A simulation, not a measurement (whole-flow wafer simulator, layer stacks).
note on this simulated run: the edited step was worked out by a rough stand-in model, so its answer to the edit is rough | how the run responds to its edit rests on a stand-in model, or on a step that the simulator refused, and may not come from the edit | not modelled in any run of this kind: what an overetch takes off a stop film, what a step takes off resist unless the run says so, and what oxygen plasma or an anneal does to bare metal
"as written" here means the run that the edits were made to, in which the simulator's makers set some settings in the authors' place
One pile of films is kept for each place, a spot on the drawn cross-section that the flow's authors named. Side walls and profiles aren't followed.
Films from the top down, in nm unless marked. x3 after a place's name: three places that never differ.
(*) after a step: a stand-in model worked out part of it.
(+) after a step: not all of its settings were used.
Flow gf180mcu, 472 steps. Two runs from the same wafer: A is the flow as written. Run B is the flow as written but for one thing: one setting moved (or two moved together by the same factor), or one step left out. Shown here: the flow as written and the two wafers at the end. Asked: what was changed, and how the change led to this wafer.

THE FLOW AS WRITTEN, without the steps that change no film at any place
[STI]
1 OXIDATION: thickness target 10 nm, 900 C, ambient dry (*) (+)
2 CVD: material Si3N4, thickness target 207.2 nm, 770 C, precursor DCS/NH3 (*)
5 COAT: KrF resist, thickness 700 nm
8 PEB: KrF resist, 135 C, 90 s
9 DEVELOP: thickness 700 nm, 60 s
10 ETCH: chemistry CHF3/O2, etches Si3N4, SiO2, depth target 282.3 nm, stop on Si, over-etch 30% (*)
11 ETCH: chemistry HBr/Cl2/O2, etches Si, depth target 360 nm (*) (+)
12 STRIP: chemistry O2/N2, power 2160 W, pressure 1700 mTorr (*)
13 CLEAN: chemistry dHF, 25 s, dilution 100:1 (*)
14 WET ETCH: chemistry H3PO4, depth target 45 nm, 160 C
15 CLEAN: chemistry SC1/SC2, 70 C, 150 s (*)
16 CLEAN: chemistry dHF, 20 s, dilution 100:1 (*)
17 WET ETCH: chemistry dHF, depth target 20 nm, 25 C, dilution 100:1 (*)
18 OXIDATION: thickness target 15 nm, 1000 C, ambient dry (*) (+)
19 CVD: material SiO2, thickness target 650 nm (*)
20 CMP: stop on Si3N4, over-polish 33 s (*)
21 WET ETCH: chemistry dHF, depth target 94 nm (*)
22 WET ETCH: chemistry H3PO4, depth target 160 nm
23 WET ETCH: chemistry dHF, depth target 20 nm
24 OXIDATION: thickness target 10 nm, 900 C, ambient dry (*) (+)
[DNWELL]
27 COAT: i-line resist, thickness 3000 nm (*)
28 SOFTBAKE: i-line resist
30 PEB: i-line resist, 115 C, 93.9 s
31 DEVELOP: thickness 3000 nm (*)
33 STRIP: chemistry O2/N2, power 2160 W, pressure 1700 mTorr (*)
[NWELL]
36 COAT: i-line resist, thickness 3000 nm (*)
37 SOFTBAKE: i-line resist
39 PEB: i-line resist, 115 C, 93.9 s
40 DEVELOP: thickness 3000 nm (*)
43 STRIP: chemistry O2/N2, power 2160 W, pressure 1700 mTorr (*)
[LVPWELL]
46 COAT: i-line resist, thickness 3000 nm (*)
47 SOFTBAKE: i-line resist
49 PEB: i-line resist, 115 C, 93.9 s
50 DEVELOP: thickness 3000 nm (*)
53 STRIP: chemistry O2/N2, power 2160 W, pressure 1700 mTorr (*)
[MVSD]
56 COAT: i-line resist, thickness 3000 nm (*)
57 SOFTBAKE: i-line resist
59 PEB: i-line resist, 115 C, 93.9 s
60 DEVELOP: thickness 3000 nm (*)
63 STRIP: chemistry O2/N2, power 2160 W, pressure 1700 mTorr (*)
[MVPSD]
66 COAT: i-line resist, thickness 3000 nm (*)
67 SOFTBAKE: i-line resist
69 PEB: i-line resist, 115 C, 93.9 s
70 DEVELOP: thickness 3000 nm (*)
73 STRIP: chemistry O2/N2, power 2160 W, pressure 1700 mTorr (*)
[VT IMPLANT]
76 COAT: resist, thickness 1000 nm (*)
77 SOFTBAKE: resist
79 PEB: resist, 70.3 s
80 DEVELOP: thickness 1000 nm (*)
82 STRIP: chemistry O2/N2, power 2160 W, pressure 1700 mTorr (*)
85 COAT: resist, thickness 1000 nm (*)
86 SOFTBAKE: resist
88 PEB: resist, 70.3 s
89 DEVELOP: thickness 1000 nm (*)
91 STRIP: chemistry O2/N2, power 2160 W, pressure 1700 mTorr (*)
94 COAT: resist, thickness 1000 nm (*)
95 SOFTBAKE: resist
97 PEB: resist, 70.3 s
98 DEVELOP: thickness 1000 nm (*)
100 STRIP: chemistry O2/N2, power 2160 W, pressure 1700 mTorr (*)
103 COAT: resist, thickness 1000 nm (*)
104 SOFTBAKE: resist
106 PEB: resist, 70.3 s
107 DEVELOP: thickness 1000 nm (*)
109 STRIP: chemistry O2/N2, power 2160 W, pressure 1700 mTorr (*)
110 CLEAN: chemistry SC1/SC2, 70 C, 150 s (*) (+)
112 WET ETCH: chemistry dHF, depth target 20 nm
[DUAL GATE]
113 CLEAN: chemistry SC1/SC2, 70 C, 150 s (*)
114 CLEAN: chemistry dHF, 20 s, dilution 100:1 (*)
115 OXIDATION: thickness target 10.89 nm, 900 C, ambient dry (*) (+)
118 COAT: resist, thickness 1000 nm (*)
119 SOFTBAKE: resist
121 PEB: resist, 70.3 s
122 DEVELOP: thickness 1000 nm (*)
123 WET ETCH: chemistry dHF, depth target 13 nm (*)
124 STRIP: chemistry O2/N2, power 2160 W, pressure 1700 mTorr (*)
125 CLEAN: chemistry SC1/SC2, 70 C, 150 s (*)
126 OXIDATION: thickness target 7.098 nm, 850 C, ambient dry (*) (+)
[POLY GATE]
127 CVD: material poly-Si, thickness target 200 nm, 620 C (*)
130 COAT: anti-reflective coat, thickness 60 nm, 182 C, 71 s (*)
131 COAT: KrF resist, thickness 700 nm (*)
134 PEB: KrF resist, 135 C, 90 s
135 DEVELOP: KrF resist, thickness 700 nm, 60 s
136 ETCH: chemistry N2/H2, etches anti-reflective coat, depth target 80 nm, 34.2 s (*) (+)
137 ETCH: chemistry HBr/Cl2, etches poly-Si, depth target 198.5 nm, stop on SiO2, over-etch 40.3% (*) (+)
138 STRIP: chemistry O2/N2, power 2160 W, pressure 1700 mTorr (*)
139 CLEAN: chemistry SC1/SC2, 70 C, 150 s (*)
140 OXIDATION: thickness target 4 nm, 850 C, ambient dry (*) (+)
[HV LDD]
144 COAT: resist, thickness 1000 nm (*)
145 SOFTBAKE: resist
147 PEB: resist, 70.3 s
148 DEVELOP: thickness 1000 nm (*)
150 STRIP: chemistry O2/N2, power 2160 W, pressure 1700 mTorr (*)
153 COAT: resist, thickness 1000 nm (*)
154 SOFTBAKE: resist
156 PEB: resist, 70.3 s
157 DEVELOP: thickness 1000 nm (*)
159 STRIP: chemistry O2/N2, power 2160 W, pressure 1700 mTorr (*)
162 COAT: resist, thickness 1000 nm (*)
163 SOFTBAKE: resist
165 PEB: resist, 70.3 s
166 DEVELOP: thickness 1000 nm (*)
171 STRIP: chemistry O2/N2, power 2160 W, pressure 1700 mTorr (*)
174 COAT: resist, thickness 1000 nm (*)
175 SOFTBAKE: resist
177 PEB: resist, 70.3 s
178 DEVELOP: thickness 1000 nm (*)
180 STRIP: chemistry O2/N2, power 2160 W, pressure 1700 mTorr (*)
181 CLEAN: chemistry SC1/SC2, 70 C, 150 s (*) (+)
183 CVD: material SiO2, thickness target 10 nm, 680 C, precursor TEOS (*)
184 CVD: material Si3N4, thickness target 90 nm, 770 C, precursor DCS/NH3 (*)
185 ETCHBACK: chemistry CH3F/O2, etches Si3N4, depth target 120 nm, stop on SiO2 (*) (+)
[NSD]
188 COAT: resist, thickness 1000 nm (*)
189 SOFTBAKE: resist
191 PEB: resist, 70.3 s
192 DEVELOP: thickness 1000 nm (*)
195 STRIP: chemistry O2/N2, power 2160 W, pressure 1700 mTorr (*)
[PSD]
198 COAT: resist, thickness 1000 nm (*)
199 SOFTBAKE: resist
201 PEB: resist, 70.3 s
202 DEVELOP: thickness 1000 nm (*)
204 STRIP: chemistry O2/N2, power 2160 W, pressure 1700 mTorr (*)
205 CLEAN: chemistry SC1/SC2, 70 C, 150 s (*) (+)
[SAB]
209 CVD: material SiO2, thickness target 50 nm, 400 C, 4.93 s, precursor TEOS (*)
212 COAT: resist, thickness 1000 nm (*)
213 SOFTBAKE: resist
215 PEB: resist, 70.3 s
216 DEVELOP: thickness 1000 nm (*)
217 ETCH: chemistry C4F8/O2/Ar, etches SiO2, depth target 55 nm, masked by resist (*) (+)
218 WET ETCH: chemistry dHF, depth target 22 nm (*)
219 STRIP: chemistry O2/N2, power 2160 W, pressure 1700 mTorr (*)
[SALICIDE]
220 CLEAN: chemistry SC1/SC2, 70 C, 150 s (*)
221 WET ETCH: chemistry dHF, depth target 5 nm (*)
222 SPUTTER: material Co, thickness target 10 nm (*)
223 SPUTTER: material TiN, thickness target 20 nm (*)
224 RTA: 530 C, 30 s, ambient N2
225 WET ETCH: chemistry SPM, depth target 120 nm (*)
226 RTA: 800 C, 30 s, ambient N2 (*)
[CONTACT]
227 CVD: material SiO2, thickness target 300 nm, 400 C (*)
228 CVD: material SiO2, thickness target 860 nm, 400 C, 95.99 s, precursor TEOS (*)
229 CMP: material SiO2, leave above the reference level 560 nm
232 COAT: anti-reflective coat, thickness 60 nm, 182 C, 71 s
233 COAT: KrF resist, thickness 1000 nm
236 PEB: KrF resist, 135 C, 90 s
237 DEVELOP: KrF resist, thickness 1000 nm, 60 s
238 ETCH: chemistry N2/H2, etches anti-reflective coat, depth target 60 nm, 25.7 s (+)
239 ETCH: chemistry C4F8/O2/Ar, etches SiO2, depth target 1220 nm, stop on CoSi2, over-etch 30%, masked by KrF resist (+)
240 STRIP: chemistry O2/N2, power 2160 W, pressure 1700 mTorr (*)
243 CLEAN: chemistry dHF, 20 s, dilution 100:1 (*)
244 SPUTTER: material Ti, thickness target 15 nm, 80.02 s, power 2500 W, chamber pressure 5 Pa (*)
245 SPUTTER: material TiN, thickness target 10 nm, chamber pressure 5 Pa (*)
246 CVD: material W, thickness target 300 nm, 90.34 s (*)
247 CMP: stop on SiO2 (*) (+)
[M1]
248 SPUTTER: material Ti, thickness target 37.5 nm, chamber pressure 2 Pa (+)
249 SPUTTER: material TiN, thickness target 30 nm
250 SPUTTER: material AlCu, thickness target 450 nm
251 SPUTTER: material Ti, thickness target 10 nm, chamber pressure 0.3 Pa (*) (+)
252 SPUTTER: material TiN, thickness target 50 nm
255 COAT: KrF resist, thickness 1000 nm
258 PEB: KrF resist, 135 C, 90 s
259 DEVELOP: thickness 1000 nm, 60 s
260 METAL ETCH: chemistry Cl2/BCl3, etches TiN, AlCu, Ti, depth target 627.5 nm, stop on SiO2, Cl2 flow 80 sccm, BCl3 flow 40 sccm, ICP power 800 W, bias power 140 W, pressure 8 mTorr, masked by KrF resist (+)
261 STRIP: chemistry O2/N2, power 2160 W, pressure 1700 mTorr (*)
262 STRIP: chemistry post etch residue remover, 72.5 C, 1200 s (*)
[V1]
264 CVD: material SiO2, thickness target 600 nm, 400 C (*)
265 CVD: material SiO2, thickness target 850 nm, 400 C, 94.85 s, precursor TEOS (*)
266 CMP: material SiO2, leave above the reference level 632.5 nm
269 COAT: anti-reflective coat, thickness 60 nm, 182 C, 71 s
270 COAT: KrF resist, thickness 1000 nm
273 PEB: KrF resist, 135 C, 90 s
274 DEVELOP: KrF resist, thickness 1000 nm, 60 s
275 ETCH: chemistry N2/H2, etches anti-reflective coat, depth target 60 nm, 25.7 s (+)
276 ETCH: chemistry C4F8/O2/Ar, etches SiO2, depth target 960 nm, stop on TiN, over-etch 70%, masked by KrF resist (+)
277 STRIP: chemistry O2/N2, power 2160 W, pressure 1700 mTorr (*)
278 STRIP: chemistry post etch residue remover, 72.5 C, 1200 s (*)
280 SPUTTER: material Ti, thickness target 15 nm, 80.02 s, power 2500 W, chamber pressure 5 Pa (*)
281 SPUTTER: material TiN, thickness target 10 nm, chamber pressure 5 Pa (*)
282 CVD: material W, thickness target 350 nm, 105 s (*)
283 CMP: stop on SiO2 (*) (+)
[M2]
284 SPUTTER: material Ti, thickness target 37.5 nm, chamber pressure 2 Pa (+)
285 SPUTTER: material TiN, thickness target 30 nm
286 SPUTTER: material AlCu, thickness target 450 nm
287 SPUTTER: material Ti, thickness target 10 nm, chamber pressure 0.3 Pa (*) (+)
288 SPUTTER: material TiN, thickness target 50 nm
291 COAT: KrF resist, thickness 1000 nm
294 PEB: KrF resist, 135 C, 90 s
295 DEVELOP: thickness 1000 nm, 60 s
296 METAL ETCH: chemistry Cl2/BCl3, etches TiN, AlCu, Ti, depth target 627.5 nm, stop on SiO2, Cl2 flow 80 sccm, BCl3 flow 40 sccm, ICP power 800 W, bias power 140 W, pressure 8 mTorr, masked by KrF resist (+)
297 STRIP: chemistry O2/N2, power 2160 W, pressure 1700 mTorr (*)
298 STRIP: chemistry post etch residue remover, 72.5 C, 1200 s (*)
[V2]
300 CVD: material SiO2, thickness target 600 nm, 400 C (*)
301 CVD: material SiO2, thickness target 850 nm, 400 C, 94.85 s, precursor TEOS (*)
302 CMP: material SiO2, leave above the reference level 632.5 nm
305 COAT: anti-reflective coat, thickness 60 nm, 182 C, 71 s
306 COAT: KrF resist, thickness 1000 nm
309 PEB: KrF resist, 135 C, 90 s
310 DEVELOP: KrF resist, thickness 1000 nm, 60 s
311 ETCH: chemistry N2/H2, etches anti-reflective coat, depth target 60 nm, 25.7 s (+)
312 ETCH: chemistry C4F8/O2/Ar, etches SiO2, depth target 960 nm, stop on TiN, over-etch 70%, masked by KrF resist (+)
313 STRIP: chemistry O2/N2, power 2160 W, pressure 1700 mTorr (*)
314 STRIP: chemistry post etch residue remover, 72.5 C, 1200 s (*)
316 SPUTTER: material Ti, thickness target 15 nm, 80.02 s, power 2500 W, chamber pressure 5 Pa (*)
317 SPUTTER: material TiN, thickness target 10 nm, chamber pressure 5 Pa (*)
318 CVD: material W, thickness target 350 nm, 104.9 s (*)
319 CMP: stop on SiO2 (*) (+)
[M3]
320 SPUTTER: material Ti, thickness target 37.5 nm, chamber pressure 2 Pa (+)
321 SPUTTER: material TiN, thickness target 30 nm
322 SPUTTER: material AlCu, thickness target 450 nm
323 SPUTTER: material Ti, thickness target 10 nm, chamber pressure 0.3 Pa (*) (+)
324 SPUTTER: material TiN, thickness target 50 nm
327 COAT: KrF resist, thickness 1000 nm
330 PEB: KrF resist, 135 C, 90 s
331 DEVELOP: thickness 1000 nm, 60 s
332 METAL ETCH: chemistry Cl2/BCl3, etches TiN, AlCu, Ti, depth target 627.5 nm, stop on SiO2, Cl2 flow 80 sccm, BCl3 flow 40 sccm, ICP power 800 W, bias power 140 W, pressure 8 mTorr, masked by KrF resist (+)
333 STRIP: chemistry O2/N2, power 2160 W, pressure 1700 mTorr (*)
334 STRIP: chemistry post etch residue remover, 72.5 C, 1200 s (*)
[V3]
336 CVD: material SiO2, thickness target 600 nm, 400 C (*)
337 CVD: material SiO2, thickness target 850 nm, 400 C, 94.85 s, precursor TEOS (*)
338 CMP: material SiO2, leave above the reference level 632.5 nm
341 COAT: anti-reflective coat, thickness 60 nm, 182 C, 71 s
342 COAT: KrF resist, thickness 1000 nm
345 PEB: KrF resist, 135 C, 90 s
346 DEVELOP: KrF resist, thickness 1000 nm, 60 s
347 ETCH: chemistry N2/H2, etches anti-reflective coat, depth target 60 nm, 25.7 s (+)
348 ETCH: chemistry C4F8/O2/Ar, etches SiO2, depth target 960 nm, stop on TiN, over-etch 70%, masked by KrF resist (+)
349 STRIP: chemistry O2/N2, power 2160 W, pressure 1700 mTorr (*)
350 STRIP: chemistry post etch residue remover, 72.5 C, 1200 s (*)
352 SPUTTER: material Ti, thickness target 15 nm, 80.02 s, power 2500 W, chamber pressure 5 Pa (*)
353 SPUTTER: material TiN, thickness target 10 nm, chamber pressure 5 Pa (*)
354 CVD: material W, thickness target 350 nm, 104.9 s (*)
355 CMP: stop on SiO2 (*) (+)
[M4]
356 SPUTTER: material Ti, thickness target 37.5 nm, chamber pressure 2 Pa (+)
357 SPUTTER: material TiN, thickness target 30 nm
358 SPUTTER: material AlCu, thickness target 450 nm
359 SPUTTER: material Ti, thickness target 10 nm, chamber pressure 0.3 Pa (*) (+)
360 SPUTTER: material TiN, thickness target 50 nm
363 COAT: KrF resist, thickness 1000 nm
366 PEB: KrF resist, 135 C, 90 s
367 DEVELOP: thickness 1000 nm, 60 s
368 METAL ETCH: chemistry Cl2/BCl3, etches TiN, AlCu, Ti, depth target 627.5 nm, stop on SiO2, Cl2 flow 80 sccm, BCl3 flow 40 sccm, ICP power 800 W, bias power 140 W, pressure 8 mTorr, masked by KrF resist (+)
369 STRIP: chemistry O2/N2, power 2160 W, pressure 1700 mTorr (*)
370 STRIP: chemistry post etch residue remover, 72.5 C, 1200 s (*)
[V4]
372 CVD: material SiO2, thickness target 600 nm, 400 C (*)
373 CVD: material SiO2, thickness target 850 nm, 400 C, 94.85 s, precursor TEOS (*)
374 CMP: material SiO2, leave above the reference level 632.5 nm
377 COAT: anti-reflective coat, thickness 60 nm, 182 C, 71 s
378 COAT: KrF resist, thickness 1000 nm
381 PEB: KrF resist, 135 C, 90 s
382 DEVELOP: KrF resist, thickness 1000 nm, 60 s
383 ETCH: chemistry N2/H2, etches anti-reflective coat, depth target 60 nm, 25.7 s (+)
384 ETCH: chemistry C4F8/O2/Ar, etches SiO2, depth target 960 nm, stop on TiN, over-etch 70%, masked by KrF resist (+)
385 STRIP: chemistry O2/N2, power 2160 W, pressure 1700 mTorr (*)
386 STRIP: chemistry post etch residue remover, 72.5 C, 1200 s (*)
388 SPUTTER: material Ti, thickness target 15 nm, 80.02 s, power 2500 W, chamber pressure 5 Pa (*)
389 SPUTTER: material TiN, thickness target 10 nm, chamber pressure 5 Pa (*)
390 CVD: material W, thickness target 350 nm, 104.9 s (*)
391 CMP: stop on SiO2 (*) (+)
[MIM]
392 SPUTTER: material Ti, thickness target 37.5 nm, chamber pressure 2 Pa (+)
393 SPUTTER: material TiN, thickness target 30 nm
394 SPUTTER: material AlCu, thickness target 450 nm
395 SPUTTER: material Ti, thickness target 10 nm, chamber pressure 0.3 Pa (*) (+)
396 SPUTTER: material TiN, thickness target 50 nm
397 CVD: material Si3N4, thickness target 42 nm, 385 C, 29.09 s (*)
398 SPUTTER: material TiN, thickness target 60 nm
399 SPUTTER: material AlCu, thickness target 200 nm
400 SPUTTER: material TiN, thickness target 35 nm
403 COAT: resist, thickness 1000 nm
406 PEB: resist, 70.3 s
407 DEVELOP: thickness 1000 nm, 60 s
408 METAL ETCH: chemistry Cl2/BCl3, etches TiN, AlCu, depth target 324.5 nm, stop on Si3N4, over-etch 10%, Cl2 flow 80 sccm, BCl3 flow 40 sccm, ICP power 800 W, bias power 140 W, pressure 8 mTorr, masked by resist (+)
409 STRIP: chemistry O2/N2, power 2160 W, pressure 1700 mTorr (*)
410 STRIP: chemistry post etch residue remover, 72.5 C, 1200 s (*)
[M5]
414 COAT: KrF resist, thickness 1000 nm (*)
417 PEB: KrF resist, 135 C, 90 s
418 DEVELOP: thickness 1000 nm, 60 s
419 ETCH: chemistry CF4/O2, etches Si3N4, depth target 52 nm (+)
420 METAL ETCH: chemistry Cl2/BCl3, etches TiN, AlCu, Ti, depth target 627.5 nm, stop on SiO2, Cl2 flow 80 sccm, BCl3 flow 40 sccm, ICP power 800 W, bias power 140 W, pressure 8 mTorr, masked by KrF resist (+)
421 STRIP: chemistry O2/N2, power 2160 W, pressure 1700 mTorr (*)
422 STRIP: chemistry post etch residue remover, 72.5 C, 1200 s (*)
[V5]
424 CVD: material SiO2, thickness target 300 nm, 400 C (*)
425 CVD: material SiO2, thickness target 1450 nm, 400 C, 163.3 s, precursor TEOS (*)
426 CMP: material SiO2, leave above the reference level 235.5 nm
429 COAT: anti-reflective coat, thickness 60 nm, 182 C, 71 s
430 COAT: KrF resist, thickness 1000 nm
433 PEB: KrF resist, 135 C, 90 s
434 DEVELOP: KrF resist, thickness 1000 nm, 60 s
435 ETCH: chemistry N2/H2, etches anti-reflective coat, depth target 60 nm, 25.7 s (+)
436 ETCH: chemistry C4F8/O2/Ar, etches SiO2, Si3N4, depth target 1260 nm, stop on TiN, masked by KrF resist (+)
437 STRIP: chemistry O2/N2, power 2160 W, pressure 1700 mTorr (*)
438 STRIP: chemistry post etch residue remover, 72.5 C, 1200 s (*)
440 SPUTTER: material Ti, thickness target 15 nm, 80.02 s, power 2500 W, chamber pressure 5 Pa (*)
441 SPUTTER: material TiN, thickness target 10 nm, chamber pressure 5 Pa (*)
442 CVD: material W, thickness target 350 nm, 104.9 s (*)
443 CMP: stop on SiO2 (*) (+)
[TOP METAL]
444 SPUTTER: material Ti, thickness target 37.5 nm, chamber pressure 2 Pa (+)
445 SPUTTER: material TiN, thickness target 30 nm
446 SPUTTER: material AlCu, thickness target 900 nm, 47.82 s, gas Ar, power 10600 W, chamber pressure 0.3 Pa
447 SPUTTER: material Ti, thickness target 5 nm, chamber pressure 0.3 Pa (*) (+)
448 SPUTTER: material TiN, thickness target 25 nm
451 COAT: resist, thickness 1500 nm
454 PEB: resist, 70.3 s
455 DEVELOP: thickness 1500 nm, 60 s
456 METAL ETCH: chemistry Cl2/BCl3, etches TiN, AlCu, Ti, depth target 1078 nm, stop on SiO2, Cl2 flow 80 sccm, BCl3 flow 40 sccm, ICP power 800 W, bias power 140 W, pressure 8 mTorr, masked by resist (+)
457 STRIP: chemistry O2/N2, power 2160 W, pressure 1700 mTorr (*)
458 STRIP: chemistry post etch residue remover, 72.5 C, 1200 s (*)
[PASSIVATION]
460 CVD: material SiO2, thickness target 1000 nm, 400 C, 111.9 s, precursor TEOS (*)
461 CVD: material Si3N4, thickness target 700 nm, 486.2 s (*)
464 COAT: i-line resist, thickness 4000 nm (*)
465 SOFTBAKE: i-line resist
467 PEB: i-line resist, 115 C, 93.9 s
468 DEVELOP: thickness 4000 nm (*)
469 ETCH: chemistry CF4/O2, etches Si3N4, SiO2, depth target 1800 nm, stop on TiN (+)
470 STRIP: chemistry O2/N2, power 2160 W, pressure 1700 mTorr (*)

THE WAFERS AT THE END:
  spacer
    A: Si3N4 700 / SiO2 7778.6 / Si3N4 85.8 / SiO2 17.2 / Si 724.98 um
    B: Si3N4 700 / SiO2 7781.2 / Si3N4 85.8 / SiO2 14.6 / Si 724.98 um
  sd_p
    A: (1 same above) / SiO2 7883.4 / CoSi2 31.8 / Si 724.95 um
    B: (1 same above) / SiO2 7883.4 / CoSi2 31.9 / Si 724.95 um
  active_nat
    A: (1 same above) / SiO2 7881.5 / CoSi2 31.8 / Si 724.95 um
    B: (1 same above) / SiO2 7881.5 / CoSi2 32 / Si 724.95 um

The cause: step 183, CVD: thickness target 7.4 nm was run, where the flow has thickness target 10 nm.

How the change led to this, step by step:
  183 CVD: material SiO2, thickness target 10 nm, 680 C, precursor TEOS (*)
      field, field__w1, field__w2 and 99 more: A SiO2 +10 | B SiO2 +7.4
      ld_drift_p: A SiO2 +9.87 | B SiO2 +7.3
      (and at 1 more place)
  189 SOFTBAKE: resist
      field: A resist +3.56 | B resist -0.36
      active_hv: A resist +2.68 | B resist -0.53
      (and at 3 more places)
  199 SOFTBAKE: resist
      field: A resist +3.56 | B resist -0.36
      active_hv: A resist +2.68 | B resist -0.53
      (and at 3 more places)
  218 WET ETCH: chemistry dHF, depth target 22 nm (*)
      gate, gate_hv, gate_p and 23 more: A SiO2 -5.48 (all of it) | B SiO2 -2.88 (all of it)
      active, p_well, sd_n, iso_ptap_pw, iso_ntap_nw, iso_ptap_sub, vpnp_e: A SiO2 -9.01 (all of it) | B SiO2 -6.41 (all of it)
      (and at 16 more places)
